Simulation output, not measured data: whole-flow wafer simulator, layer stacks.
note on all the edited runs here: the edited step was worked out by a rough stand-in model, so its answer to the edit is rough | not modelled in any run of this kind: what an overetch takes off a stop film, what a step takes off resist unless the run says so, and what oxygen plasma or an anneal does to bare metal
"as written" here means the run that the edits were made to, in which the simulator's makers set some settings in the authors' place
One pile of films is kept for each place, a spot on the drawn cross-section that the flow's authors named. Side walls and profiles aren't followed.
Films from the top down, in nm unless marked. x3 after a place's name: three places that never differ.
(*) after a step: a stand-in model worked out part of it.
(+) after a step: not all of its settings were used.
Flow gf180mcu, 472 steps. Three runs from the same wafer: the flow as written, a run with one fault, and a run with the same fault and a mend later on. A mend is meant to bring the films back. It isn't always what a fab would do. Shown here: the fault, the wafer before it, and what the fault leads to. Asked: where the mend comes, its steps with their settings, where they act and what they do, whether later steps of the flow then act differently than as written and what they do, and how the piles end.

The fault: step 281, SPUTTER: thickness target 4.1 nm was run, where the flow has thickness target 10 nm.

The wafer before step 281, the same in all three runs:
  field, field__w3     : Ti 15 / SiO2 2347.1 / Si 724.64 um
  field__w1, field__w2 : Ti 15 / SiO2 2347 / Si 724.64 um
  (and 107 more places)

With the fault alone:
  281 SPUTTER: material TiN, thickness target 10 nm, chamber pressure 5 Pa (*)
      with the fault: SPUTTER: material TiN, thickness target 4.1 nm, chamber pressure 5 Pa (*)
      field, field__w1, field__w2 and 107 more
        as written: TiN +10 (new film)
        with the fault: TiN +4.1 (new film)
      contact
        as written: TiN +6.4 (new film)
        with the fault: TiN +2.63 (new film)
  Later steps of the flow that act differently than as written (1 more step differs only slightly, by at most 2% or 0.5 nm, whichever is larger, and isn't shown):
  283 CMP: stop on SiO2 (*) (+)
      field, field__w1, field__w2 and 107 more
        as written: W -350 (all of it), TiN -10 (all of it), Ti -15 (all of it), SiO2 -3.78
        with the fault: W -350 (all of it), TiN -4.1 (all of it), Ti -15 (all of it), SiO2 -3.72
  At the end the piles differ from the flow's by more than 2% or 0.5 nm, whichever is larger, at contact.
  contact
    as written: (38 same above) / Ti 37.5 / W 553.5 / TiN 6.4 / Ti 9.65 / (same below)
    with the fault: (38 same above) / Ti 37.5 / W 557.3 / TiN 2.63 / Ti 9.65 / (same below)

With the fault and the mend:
  The mend comes after step 281.
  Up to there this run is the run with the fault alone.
  281a SPUTTER: material TiN, thickness target 5.9 nm, chamber pressure 5 Pa (*) (the flow's step 281 once more, with other settings)
      field, field__w1, field__w2 and 107 more
        TiN +5.9
      contact
        TiN +3.78
  No later step of the flow acts differently than as written at any place that is followed.
  At the end the piles are the same as the flow's at every place that both follow.
